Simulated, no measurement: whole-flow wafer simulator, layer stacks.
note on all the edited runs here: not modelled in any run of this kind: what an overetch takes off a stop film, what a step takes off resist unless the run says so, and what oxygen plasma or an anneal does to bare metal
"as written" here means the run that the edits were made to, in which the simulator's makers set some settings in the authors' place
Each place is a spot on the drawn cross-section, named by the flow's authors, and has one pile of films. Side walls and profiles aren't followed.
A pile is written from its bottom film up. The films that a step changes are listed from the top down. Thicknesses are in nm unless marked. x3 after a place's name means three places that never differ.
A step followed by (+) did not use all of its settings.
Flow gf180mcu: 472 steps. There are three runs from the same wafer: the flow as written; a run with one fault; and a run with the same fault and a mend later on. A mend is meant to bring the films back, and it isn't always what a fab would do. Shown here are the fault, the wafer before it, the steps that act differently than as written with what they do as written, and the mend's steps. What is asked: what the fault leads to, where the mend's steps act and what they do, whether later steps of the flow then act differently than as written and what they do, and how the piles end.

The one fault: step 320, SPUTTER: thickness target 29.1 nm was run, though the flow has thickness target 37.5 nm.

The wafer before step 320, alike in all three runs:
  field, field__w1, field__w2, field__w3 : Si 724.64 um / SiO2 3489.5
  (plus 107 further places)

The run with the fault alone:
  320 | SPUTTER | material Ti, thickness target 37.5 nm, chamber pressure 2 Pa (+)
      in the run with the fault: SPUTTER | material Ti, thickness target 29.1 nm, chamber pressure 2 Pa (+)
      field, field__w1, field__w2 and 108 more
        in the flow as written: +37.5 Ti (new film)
        in the run with the fault: +29.1 Ti (new film)
  Later steps of the flow acting differently than as written:
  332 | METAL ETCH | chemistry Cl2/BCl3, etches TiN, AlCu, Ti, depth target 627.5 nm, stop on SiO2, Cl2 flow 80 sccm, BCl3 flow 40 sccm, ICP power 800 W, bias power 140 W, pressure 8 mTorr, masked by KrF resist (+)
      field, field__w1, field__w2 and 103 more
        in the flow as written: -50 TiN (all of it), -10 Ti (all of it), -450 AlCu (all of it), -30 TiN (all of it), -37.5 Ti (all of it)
        in the run with the fault: -50 TiN (all of it), -10 Ti (all of it), -450 AlCu (all of it), -30 TiN (all of it), -29.1 Ti (all of it)
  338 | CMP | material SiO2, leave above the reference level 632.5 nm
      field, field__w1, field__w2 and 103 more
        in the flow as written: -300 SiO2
        in the run with the fault: -308.4 SiO2
  The piles end different from the flow's at field__w8, contact, m1, m1__w1, m1_nw by more than 2% or 0.5 nm, whichever is larger.
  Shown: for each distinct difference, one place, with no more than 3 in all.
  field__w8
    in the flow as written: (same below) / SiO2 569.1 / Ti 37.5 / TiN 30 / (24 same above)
    in the run with the fault: (same below) / SiO2 569.1 / Ti 29.1 / TiN 30 / (24 same above)
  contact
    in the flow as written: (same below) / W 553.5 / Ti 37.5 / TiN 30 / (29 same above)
    in the run with the fault: (same below) / W 553.5 / Ti 29.1 / TiN 30 / (29 same above)

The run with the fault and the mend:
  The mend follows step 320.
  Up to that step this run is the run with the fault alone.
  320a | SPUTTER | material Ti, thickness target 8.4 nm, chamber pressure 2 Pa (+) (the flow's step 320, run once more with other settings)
      field, field__w1, field__w2 and 108 more
        +8.4 Ti
  None of the later steps of the flow acts differently than as written at any place that is followed.
  By the end, the piles equal the flow's at every place that both follow.
